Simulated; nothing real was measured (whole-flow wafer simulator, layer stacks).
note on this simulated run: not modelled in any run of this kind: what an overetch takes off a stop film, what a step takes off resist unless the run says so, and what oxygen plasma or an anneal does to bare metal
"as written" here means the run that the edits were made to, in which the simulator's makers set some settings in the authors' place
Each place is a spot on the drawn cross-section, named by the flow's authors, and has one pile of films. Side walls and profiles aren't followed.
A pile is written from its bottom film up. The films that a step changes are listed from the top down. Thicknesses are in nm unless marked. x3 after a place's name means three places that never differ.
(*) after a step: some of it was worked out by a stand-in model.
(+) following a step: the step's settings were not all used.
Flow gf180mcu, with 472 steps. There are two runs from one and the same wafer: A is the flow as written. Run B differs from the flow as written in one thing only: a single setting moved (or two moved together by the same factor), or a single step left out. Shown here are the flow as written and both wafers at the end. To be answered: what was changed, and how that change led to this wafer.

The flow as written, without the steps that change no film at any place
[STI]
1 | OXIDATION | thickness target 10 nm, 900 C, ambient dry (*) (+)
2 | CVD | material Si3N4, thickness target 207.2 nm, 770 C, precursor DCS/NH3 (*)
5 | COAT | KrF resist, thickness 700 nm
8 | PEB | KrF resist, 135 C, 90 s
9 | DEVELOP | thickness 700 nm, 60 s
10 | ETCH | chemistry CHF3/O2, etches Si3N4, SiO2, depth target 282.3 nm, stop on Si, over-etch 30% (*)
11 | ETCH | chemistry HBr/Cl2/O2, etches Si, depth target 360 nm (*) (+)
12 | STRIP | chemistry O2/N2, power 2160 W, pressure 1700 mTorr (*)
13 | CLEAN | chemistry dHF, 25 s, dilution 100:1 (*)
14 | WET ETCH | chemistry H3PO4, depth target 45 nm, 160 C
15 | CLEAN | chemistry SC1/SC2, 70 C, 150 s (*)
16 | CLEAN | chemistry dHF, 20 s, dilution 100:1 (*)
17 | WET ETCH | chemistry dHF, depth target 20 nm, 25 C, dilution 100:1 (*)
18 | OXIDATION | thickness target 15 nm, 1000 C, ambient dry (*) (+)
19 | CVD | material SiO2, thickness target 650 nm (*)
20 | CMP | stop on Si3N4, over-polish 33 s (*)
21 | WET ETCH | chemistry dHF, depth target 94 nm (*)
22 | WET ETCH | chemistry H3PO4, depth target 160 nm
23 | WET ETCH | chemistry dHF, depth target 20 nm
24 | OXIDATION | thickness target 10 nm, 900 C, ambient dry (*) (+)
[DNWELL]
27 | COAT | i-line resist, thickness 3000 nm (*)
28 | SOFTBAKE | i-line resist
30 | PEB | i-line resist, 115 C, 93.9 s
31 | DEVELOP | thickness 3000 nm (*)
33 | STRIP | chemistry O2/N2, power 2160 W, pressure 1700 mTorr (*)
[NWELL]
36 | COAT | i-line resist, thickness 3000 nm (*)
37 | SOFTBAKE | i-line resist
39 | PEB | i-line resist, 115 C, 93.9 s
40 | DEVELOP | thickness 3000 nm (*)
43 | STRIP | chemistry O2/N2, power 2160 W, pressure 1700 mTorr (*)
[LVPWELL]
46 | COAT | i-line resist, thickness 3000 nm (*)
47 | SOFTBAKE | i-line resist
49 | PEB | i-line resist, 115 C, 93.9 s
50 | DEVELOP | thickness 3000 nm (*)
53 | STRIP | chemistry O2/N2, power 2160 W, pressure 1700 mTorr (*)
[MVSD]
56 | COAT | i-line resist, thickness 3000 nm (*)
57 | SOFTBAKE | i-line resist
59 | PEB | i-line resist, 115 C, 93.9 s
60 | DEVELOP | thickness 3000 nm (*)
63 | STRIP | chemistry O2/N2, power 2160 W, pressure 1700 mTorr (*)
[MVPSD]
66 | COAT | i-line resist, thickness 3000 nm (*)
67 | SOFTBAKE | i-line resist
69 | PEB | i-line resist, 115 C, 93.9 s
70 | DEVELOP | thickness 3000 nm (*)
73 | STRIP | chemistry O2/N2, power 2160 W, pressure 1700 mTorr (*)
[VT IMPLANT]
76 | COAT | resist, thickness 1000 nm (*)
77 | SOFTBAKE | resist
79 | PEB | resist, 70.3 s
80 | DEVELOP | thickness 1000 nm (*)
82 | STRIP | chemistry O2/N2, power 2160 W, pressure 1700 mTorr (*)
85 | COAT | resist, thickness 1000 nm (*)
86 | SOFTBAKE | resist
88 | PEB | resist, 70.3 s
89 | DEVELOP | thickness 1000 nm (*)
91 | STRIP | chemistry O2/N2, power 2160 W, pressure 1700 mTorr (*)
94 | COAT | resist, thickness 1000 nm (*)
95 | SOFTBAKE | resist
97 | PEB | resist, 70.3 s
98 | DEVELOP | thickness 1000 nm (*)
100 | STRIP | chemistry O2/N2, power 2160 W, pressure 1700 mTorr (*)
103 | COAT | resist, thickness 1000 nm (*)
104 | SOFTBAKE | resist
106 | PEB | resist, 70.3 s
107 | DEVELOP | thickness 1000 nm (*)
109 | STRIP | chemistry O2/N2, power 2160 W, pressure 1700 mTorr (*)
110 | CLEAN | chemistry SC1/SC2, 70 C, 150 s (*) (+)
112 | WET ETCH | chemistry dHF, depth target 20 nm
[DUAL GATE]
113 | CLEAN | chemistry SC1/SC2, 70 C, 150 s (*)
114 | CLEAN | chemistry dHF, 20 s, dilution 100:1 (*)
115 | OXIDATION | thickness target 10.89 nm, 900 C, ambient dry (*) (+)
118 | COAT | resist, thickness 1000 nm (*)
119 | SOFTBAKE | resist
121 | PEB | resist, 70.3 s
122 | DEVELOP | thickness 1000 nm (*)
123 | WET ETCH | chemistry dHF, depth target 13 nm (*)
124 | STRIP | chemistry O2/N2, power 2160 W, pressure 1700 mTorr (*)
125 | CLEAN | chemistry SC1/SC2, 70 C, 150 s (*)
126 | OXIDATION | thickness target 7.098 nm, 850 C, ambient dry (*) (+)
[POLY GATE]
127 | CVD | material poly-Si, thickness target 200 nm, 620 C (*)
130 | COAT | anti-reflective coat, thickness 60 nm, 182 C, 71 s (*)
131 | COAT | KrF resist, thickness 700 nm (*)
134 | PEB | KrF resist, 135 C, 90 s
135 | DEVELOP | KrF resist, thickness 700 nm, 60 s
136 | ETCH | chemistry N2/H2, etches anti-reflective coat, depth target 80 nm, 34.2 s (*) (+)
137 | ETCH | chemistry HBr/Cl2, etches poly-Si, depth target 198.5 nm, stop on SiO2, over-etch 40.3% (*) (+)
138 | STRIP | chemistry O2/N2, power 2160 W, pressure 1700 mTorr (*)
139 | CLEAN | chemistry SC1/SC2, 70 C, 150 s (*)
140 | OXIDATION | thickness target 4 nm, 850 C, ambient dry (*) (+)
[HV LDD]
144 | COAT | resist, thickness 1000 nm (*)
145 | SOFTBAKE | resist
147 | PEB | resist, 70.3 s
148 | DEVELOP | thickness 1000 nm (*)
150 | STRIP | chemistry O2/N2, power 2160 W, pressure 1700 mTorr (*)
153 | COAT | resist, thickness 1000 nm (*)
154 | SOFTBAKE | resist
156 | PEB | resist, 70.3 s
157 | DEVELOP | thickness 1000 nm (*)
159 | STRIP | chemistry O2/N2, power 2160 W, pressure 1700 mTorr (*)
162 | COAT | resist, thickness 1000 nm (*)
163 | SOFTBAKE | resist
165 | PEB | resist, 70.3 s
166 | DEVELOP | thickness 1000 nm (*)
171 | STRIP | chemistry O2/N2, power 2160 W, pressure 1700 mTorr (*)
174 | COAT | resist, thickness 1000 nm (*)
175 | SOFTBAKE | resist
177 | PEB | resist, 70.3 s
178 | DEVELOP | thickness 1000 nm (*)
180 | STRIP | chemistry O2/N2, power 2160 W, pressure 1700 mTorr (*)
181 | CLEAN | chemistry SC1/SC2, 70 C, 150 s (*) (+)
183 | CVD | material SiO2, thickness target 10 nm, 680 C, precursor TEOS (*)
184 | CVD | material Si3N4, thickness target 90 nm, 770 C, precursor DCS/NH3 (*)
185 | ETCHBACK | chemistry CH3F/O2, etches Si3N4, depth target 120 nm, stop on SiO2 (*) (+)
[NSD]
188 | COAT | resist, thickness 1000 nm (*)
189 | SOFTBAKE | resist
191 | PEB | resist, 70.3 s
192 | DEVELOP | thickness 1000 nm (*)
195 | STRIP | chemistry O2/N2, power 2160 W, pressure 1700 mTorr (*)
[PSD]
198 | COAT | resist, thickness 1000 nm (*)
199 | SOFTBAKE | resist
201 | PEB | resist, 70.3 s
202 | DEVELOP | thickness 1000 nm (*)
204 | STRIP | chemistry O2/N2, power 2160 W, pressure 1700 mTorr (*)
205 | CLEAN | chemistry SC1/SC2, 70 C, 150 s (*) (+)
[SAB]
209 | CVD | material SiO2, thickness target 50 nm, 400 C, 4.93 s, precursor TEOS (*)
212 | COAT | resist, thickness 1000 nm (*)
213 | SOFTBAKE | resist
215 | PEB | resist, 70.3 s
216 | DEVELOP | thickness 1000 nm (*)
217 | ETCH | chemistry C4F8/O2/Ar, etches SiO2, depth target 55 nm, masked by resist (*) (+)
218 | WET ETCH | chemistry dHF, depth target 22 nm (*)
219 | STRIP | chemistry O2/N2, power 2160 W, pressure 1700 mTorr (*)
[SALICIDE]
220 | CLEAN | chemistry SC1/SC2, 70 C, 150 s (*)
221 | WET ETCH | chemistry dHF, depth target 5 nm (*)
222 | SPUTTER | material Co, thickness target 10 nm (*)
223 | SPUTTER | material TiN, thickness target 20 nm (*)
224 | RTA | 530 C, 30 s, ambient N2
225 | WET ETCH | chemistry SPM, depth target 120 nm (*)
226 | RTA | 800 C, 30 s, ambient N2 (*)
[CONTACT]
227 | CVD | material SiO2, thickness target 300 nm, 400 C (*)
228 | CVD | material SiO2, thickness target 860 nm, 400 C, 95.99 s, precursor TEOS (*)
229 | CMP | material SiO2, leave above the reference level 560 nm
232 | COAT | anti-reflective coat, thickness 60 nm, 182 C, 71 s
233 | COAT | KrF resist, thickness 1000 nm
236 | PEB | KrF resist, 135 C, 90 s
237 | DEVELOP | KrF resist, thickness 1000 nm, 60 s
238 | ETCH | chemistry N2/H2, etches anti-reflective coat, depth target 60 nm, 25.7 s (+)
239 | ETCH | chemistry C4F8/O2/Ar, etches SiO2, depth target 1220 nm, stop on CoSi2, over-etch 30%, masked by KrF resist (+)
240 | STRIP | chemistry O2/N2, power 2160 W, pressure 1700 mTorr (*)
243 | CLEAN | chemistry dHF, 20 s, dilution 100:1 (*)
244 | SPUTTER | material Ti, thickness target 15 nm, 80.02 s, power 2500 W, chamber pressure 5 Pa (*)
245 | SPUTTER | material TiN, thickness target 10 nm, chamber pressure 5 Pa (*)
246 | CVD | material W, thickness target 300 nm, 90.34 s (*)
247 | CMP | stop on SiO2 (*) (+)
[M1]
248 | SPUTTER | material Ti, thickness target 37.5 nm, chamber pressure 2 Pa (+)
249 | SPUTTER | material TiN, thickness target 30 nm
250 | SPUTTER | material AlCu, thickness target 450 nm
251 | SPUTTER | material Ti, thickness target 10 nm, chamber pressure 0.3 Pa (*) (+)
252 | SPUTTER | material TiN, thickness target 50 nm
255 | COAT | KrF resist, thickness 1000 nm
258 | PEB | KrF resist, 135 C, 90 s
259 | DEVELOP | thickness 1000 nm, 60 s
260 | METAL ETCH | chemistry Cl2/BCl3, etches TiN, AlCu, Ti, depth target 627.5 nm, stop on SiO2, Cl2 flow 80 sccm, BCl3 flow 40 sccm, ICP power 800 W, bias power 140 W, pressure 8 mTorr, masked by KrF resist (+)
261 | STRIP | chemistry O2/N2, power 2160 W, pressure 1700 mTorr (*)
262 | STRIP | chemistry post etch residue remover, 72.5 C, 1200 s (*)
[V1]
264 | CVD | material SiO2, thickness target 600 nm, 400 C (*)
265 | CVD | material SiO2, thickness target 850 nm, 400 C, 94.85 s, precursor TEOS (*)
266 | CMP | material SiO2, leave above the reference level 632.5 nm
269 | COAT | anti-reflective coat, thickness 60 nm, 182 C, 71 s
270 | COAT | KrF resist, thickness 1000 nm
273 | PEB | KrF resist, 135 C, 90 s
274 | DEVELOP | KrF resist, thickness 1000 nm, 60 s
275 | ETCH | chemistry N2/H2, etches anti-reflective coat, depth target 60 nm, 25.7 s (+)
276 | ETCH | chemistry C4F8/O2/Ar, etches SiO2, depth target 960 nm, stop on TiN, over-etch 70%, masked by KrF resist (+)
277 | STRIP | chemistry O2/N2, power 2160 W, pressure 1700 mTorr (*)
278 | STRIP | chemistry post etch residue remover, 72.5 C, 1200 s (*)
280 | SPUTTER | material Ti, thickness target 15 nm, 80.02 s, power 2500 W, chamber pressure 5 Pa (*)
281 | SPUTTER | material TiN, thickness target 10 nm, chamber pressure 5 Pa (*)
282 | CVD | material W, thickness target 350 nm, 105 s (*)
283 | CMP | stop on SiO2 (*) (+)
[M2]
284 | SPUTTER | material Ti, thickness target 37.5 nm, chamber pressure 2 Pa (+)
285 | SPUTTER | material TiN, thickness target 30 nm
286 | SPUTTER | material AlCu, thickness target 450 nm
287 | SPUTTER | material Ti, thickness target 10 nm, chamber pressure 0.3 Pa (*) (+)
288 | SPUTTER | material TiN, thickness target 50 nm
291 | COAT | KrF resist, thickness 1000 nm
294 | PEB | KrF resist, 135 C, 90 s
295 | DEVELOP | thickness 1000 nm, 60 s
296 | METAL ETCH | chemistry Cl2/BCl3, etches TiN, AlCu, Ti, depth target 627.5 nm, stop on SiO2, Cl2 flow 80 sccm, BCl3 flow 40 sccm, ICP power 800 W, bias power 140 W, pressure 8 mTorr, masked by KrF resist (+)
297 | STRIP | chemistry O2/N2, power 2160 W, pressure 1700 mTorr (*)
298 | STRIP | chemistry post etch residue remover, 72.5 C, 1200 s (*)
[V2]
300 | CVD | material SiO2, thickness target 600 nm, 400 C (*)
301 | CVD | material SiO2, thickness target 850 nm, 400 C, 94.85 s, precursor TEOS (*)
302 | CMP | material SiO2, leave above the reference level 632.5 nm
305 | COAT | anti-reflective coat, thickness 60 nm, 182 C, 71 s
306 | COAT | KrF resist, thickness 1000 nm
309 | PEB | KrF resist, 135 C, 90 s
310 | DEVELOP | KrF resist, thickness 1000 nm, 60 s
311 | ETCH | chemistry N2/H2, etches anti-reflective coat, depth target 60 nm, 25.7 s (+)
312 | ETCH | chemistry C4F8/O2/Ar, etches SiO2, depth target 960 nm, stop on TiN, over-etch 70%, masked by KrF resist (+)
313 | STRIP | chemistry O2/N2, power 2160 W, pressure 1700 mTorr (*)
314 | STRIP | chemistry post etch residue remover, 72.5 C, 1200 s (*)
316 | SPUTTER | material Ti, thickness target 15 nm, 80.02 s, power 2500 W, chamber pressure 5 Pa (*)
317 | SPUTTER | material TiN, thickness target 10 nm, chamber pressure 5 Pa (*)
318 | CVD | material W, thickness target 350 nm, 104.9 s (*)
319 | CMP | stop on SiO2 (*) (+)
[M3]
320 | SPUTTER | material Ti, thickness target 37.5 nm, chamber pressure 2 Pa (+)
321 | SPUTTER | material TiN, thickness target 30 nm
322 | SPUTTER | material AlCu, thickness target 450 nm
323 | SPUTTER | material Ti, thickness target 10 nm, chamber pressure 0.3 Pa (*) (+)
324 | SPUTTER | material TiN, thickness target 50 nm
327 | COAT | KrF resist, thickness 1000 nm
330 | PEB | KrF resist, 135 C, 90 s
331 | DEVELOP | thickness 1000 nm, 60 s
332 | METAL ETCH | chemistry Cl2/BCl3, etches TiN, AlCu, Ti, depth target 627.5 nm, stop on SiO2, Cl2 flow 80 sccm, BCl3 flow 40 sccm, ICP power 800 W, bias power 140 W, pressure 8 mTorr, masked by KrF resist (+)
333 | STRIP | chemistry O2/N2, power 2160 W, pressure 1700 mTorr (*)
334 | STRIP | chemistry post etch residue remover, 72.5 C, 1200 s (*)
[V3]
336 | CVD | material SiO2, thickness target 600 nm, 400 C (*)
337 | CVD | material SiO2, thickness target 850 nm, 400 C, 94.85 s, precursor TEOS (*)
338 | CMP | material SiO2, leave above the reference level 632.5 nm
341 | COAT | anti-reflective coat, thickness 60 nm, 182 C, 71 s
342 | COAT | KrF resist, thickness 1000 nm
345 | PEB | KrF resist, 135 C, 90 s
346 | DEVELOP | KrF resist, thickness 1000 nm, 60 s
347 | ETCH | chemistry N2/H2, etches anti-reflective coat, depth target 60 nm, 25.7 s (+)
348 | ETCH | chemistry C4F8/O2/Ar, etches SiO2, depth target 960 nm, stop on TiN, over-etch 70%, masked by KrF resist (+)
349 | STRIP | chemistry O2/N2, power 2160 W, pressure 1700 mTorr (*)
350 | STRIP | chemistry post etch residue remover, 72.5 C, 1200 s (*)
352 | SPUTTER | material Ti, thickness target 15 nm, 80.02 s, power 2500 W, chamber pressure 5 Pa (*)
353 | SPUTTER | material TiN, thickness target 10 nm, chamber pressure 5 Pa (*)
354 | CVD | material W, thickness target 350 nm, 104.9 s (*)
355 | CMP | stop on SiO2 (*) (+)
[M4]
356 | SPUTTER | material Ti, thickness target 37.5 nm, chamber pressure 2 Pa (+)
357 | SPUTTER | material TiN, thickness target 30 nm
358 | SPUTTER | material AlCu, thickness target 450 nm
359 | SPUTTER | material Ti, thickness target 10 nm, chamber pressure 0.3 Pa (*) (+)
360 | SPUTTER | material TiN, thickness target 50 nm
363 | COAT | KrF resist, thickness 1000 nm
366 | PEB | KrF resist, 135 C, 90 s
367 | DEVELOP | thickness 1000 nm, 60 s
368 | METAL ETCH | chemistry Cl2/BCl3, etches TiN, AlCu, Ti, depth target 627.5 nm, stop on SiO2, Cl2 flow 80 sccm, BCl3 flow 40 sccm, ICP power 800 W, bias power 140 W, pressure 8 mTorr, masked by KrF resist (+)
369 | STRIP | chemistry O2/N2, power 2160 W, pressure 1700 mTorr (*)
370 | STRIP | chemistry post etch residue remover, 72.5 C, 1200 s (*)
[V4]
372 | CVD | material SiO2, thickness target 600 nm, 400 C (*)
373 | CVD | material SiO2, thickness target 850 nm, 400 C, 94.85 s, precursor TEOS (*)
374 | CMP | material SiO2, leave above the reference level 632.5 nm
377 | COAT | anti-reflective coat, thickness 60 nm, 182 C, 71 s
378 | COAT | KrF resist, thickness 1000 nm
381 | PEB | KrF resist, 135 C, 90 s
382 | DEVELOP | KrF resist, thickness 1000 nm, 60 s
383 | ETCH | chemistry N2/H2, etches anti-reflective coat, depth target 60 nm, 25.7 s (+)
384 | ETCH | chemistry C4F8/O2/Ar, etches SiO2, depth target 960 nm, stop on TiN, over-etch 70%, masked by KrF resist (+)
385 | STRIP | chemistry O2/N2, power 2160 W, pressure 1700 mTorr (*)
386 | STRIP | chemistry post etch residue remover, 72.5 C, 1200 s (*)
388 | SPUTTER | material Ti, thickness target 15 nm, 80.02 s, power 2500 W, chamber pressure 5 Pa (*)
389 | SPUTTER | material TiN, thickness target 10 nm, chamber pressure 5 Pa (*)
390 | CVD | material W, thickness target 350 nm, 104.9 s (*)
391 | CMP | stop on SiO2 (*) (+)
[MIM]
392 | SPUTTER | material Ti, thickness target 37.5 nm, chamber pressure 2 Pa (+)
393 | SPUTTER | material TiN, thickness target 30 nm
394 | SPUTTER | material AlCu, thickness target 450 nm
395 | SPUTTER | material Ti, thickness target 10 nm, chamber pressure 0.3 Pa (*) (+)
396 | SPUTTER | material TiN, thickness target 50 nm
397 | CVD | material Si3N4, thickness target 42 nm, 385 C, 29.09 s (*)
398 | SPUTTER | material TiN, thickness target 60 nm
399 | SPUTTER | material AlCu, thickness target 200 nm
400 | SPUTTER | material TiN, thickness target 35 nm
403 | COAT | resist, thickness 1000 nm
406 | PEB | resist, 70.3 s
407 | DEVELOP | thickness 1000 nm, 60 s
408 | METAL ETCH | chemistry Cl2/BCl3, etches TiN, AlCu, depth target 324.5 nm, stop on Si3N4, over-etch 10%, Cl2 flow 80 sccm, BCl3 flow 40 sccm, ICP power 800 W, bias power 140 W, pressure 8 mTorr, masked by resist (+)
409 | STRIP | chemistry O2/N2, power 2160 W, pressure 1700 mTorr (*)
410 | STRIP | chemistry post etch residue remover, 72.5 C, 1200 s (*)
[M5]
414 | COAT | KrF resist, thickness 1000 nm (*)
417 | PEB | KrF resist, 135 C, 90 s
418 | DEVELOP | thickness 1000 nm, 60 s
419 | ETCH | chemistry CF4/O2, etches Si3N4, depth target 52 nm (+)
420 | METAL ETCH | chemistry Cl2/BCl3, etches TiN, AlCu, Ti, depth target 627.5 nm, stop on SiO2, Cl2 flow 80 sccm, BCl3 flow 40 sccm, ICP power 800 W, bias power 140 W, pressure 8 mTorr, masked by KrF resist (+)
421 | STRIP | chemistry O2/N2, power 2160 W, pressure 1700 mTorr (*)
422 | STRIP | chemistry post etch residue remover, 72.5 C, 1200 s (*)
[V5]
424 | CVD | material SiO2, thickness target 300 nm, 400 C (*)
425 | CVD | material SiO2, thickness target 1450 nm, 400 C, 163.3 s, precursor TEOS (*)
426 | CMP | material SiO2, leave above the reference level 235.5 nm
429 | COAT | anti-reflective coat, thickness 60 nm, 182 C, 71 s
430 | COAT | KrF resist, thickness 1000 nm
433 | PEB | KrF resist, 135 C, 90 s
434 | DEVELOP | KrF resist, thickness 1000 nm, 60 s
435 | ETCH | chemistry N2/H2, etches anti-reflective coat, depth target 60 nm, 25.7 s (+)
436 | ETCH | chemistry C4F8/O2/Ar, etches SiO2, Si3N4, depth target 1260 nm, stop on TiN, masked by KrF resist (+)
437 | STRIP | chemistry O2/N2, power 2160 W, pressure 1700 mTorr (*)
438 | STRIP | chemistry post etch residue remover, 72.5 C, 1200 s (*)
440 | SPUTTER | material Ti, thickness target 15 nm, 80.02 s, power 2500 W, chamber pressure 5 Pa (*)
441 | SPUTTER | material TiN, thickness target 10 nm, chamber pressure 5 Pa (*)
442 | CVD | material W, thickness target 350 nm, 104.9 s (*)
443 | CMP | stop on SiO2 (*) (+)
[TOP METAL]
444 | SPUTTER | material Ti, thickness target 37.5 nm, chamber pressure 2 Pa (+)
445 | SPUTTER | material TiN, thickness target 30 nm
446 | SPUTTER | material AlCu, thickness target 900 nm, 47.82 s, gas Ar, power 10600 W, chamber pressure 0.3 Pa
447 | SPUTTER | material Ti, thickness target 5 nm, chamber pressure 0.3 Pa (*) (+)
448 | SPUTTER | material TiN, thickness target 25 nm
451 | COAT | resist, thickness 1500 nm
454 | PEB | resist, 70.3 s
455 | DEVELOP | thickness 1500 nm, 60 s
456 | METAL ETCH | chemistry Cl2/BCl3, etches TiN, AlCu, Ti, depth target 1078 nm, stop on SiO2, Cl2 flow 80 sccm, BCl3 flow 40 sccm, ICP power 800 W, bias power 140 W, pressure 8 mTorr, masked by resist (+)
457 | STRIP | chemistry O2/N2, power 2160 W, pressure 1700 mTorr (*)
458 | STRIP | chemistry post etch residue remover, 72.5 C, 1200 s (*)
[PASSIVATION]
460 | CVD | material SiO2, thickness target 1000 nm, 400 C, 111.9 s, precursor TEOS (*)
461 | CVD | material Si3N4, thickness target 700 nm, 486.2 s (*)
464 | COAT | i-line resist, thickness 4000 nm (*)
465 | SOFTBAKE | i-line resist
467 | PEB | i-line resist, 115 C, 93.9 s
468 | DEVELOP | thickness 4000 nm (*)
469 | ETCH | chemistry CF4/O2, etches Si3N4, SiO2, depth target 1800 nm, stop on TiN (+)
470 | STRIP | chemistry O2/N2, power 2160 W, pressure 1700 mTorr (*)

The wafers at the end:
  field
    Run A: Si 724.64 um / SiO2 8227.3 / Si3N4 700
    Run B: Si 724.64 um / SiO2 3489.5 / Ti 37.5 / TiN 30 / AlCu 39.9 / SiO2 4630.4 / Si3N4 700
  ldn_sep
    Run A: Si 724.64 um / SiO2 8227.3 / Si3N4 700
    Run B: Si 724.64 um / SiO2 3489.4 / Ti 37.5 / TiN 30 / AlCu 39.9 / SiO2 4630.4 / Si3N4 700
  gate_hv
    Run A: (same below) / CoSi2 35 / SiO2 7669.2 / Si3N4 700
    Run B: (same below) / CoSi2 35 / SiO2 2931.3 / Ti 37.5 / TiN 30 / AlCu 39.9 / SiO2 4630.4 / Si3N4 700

The reason: step 332, METAL ETCH: depth target 464.4 nm was run, though the flow has depth target 627.5 nm.

How this came from the change, step by step:
  332 | METAL ETCH | chemistry Cl2/BCl3, etches TiN, AlCu, Ti, depth target 627.5 nm, stop on SiO2, Cl2 flow 80 sccm, BCl3 flow 40 sccm, ICP power 800 W, bias power 140 W, pressure 8 mTorr, masked by KrF resist (+)
      field, field__w1, field__w2 and 103 more: A TiN loses 50 (all of it), Ti loses 10 (all of it), AlCu loses 450 (all of it), TiN loses 30 (all of it), Ti loses 37.5 (all of it) | B TiN loses 50 (all of it), Ti loses 10 (all of it), AlCu loses 404.4
      field__w8, contact, m1, m1__w1, m1_nw: A KrF resist loses 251 | B KrF resist loses 185.8
  333 | STRIP | chemistry O2/N2, power 2160 W, pressure 1700 mTorr (*)
      field__w8, contact, m1, m1__w1, m1_nw: A KrF resist loses 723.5 (all of it) | B KrF resist loses 788.8 (all of it)
  334 | STRIP | chemistry post etch residue remover, 72.5 C, 1200 s (*)
      field, field__w1, field__w2 and 103 more: A nothing | B AlCu loses 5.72
  336 | CVD | material SiO2, thickness target 600 nm, 400 C (*)
      field, field__w1, field__w2 and 103 more: A SiO2 gains 600 | B SiO2 gains 600 (new film)
  338 | CMP | material SiO2, leave above the reference level 632.5 nm
      field, field__w1, field__w2 and 103 more: A SiO2 loses 300 | B SiO2 loses 407.4
With metal films that touch counted as one body, field has 1 body; the flow as written gives 0 bodies.
With metal films that touch counted as one body, ldn_sep has 1 body; the flow as written gives 0 bodies.
With metal films that touch counted as one body, gate_hv has 2 bodies (between them, from the top down: SiO2 2931.3); the flow as written gives 1 body.
